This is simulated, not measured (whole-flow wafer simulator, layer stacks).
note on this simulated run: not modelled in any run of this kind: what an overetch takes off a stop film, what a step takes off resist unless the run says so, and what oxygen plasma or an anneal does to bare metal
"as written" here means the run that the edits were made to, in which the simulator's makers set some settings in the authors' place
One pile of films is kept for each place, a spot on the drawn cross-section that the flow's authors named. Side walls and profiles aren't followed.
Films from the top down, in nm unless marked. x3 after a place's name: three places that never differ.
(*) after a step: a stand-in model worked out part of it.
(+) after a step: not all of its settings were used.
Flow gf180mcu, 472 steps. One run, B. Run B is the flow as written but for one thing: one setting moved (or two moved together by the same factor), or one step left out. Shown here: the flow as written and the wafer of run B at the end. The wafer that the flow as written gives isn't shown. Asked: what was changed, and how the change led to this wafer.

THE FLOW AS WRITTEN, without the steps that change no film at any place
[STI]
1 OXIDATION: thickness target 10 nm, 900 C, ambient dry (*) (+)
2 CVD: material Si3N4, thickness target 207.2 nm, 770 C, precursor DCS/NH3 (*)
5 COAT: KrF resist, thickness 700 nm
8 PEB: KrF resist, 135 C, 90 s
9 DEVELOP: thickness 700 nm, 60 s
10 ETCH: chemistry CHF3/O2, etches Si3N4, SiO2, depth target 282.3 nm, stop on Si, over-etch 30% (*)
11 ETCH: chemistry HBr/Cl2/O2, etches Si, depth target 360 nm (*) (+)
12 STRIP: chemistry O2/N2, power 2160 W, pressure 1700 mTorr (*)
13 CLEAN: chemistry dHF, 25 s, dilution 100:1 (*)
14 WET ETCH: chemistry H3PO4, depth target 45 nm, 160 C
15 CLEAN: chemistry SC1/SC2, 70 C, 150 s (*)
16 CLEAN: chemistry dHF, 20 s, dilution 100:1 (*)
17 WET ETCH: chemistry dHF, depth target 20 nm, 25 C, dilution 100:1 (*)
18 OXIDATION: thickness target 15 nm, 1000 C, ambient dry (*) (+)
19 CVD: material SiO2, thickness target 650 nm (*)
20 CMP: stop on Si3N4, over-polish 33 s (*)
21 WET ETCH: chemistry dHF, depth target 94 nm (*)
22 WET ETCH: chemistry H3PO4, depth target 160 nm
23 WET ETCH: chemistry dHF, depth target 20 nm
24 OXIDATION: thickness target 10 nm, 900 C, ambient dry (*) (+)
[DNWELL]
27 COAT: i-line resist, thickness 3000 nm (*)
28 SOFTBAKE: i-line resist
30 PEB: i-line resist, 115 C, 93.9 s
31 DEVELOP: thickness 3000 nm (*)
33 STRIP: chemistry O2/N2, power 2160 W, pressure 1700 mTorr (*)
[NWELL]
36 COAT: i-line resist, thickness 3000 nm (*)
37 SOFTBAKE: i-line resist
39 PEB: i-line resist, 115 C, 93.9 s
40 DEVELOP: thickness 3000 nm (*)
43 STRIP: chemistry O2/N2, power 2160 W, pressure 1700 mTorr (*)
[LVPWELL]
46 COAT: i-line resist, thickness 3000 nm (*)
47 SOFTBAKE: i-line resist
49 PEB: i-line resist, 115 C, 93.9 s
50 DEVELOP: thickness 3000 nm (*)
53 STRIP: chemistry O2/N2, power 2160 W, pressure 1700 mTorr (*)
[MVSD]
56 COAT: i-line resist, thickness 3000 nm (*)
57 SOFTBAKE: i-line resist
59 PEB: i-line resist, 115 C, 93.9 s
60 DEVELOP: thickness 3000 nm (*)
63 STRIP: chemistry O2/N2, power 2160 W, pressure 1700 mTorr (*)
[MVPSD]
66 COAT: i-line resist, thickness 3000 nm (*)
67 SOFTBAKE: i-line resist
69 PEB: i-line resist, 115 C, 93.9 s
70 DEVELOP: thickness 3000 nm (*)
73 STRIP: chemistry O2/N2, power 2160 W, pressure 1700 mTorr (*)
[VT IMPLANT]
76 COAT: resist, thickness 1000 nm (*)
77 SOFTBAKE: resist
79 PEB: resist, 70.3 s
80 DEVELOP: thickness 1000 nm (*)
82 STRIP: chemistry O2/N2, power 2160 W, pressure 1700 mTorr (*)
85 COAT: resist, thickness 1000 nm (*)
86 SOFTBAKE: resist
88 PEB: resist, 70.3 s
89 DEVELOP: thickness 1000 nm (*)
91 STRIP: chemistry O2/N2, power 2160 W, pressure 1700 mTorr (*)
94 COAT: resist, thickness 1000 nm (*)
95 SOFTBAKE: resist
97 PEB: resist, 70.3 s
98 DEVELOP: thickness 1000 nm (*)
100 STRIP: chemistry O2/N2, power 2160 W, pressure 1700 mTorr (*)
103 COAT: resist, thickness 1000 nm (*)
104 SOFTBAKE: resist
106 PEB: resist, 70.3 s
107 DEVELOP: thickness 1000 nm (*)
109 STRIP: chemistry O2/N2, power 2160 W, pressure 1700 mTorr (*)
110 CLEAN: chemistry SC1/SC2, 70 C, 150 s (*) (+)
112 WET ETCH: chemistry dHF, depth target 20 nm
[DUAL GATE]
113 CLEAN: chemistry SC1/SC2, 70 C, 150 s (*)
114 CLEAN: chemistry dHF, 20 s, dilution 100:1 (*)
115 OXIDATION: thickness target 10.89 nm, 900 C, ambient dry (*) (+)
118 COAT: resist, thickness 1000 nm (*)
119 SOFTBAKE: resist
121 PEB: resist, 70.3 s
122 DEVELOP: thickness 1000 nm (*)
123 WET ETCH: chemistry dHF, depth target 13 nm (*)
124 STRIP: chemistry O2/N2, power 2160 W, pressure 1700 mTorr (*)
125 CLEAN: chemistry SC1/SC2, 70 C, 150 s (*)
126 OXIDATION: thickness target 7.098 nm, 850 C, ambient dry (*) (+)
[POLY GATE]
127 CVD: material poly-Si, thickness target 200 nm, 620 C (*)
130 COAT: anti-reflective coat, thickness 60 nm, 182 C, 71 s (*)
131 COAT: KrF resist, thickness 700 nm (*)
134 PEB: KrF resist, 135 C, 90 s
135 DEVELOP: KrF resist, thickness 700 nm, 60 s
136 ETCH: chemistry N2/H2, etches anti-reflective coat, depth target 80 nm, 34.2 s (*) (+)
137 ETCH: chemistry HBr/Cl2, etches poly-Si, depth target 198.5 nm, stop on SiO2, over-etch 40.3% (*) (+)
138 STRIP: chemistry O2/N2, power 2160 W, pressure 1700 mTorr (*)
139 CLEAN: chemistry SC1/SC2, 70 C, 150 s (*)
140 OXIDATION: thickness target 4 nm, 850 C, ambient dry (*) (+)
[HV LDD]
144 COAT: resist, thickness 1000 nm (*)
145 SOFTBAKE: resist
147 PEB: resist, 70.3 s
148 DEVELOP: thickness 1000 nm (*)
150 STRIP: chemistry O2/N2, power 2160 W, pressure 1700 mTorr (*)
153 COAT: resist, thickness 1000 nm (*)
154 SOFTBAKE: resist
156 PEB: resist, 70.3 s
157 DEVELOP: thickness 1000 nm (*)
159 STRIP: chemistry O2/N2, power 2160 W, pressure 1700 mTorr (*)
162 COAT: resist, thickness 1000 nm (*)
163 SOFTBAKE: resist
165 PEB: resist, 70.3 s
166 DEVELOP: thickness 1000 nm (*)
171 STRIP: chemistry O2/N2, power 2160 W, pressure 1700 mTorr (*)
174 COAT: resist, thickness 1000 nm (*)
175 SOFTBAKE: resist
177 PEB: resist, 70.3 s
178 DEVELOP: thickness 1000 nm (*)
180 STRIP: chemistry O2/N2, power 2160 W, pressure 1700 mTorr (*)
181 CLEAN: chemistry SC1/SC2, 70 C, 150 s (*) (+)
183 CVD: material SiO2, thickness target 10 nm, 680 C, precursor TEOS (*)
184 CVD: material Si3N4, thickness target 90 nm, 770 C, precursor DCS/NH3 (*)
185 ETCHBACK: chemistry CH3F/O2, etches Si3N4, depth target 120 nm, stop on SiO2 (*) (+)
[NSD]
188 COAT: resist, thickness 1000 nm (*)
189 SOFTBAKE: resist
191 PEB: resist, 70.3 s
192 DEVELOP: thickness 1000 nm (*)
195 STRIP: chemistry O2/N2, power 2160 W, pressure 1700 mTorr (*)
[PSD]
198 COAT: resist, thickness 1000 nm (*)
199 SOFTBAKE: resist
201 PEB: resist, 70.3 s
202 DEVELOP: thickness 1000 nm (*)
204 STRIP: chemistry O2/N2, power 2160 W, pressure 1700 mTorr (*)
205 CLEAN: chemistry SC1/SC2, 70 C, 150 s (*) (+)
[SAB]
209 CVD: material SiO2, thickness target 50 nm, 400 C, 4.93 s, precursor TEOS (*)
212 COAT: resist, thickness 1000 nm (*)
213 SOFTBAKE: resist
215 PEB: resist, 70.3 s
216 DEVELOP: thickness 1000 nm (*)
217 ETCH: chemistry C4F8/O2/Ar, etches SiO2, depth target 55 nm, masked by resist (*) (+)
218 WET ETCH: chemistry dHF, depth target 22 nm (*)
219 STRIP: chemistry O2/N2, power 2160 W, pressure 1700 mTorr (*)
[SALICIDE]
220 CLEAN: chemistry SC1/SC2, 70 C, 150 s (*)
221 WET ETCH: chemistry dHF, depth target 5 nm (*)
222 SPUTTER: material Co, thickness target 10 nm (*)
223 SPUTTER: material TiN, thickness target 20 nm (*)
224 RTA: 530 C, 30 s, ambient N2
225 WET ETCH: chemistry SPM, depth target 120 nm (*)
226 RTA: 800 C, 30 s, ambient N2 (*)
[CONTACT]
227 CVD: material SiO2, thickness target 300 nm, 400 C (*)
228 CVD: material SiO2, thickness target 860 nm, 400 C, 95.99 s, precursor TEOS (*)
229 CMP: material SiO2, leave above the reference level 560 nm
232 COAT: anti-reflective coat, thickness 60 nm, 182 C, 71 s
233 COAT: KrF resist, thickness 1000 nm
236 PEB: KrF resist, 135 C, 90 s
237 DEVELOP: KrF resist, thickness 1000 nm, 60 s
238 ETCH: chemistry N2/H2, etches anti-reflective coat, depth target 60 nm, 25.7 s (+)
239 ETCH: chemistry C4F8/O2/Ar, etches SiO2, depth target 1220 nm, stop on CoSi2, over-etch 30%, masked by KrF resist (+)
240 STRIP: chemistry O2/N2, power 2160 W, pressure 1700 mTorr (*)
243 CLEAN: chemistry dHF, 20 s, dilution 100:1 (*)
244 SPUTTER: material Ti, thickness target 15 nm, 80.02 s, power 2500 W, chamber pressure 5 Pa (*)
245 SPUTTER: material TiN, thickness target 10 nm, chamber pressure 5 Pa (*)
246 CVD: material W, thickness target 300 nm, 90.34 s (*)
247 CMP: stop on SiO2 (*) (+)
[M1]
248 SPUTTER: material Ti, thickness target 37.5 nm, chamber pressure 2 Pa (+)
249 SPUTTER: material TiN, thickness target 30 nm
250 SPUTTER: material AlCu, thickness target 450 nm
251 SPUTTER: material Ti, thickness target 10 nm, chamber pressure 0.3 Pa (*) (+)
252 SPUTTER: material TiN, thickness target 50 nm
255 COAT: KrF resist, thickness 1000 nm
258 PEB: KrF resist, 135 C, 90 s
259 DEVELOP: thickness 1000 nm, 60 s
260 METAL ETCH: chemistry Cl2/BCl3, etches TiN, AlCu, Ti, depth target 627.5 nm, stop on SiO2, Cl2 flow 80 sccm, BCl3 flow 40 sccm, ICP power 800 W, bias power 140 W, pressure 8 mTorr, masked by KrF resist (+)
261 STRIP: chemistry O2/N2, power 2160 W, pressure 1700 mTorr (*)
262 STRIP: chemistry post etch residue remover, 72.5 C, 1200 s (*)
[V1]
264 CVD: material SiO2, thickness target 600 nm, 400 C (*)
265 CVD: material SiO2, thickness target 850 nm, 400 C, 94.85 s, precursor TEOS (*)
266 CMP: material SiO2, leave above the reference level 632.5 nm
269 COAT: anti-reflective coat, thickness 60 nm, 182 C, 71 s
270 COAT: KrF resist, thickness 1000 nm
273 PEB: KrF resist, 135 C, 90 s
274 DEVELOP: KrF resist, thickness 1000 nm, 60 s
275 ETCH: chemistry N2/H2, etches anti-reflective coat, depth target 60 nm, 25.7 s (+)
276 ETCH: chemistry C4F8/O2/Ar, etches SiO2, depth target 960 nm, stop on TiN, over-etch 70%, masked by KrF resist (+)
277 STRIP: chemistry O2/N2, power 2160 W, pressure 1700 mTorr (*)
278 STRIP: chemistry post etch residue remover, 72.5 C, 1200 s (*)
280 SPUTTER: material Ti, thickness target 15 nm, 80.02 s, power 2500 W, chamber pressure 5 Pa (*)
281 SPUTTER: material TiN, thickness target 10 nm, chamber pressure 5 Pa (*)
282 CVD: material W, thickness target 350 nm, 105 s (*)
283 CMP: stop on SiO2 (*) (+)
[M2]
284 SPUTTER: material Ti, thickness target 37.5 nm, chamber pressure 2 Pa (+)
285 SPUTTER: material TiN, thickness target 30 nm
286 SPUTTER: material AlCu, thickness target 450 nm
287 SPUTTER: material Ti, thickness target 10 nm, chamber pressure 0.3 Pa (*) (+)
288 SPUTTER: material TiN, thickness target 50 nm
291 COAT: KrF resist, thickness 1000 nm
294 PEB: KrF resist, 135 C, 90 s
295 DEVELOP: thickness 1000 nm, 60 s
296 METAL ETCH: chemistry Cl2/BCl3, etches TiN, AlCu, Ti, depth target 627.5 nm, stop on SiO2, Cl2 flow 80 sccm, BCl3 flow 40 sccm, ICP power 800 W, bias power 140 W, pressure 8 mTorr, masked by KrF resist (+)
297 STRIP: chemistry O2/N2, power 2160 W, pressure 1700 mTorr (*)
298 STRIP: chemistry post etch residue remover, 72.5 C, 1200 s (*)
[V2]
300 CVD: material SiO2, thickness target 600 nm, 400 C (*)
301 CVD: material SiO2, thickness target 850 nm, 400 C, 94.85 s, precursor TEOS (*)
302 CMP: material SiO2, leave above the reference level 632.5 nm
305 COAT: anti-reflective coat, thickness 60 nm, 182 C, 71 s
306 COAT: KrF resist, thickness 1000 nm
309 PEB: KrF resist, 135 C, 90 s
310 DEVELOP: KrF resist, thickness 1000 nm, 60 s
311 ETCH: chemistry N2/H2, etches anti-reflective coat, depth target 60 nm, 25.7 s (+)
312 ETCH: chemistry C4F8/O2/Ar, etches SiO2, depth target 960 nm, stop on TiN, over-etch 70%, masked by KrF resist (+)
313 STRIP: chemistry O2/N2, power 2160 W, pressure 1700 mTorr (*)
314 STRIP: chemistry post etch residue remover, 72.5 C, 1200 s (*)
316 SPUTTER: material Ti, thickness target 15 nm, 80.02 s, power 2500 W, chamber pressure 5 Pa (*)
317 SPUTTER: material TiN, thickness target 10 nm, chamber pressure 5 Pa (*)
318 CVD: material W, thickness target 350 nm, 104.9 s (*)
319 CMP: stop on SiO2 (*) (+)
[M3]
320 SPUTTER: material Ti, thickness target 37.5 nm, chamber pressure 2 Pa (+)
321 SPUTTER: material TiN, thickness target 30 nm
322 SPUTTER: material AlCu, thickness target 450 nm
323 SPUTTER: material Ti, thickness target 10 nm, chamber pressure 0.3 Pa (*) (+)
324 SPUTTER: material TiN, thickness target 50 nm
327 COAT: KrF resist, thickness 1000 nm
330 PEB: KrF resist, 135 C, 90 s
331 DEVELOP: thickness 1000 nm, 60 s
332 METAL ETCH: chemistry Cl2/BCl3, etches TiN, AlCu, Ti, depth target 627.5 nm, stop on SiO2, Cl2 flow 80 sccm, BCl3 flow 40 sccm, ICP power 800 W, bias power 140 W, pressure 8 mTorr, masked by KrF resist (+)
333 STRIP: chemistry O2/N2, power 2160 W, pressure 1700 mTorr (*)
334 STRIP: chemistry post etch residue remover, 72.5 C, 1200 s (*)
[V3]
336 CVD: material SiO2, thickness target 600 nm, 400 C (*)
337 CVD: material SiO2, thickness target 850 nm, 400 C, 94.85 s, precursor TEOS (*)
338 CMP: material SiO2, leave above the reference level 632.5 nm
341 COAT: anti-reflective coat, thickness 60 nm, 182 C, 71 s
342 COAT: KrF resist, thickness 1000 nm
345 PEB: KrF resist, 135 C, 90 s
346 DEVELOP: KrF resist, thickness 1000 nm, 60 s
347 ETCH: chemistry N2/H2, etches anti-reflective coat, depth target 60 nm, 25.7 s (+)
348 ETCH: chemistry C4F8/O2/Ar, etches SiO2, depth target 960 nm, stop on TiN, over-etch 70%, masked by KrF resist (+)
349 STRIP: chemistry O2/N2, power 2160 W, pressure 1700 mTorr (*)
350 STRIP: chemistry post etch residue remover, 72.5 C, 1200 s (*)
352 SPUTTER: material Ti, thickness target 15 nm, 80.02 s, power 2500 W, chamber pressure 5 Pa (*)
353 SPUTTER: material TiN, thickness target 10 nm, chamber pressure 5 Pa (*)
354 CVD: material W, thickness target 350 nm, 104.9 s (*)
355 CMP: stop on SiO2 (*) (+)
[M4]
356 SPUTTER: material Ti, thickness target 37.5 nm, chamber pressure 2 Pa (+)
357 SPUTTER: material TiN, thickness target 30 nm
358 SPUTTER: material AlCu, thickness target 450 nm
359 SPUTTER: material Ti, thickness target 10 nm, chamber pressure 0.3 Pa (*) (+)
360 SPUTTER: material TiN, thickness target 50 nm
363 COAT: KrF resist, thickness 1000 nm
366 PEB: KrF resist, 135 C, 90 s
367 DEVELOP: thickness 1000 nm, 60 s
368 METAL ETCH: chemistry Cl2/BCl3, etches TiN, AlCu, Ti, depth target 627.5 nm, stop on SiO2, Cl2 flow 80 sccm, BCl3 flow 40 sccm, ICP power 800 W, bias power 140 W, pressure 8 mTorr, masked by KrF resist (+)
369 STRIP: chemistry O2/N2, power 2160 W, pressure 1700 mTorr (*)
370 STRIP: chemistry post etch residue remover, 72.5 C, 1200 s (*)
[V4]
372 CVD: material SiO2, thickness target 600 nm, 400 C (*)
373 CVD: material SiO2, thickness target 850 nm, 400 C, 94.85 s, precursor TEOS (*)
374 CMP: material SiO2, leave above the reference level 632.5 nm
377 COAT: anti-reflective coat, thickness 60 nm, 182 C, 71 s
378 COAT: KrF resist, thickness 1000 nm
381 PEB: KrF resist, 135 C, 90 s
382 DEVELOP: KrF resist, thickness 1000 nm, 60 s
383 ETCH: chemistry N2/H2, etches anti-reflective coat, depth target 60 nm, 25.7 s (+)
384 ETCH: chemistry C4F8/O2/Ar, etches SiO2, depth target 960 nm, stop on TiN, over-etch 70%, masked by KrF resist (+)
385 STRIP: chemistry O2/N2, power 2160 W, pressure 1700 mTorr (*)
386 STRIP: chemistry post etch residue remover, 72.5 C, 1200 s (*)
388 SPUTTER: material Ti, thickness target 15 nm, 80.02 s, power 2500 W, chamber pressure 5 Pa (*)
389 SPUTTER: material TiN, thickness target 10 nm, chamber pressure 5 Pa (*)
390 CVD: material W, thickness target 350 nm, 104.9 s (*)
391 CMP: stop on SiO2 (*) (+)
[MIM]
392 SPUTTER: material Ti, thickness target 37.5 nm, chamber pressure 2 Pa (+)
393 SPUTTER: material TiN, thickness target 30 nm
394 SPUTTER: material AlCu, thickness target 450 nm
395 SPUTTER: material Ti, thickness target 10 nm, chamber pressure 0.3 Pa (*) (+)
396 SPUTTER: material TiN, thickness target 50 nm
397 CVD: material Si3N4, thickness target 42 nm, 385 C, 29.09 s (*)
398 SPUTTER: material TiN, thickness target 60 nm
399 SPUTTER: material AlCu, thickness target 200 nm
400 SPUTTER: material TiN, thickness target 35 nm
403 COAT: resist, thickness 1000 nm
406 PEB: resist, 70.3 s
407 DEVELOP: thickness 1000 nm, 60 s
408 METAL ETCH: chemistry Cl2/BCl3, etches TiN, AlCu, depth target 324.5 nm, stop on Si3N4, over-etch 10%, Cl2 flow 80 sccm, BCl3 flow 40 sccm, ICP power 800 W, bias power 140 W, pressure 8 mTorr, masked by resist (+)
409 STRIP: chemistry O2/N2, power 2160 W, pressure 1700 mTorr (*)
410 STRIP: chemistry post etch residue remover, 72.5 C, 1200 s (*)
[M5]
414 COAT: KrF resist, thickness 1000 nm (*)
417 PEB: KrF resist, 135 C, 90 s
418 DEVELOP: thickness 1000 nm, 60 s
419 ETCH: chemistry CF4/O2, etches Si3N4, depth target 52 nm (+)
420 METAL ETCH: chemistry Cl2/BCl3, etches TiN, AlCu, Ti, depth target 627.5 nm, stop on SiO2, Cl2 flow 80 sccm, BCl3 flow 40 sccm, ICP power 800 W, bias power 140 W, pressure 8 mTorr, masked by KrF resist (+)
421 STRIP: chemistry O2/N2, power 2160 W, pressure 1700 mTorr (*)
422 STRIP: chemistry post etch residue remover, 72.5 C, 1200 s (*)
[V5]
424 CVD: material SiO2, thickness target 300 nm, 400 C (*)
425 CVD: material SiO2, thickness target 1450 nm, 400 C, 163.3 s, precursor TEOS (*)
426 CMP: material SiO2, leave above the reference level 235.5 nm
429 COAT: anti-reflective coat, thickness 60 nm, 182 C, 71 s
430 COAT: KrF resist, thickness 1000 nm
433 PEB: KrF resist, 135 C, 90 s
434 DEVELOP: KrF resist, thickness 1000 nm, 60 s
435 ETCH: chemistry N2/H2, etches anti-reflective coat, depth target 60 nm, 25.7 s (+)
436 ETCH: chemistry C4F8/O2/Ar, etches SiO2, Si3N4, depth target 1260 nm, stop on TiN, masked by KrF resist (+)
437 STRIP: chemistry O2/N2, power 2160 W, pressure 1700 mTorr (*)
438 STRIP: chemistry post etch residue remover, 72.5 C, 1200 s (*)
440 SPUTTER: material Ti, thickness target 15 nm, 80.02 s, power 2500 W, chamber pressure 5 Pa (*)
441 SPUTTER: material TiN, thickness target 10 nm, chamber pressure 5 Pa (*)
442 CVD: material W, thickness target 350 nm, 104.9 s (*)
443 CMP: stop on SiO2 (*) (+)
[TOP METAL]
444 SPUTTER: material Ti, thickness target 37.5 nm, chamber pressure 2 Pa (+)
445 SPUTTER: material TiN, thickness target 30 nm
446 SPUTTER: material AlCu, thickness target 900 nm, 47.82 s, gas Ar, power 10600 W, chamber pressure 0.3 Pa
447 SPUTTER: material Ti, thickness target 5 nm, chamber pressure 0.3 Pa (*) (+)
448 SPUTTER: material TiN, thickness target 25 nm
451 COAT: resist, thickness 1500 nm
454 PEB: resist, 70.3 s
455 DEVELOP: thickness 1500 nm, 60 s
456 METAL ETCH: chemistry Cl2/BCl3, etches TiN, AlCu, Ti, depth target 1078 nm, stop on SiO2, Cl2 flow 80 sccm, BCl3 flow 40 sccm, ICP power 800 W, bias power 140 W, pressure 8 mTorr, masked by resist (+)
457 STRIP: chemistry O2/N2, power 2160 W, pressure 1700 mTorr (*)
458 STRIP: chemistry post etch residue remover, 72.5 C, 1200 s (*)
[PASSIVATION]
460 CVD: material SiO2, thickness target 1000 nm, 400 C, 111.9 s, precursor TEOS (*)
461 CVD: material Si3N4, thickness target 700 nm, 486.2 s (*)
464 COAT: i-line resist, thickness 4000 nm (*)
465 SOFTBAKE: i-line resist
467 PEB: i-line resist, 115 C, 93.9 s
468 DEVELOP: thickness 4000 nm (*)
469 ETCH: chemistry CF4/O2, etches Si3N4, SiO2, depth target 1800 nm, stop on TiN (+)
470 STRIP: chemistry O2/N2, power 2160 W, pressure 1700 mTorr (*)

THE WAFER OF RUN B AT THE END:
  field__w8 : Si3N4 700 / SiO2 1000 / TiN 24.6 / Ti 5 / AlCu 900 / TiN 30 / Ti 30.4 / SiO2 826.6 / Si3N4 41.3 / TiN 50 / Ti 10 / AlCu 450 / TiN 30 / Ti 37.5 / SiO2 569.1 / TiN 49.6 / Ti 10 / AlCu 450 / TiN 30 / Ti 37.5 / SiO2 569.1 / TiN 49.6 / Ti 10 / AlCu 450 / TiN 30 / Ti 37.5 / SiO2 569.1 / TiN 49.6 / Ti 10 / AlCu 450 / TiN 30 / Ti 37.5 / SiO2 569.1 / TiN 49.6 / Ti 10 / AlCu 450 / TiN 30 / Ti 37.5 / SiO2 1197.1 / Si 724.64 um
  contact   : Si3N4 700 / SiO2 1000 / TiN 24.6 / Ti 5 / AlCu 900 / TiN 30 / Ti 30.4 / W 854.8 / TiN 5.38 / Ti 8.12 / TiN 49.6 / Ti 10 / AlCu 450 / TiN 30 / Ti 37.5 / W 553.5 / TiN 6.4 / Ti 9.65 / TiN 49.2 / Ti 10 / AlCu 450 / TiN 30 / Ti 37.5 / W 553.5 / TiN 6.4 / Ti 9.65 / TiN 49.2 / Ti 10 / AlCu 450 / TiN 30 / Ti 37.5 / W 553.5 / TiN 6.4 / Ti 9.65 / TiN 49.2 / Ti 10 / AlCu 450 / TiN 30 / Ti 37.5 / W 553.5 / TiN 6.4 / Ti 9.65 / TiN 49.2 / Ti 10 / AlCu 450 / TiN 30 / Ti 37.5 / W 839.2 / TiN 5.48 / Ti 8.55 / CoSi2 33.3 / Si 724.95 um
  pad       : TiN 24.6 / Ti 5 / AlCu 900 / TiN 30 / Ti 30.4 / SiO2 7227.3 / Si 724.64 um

The cause: step 444, SPUTTER: thickness target 30.4 nm was run, where the flow has thickness target 37.5 nm.
It can be read off the wafer: field__w8 has Ti 30.4, and step 444 as written asks for 37.5 nm.

How the change led to this, step by step:
  444 SPUTTER: material Ti, thickness target 37.5 nm, chamber pressure 2 Pa (+)
      field, field__w1, field__w2 and 109 more: Ti +30.4 (new film) (as written it would be: Ti +37.5 (new film))
  456 METAL ETCH: chemistry Cl2/BCl3, etches TiN, AlCu, Ti, depth target 1078 nm, stop on SiO2, Cl2 flow 80 sccm, BCl3 flow 40 sccm, ICP power 800 W, bias power 140 W, pressure 8 mTorr, masked by resist (+)
      field, field__w1, field__w2 and 103 more: TiN -25 (all of it), Ti -5 (all of it), AlCu -900 (all of it), TiN -30 (all of it), Ti -30.4 (all of it) (as written it would be: TiN -25 (all of it), Ti -5 (all of it), AlCu -900 (all of it), TiN -30 (all of it), Ti -37.5 (all of it))
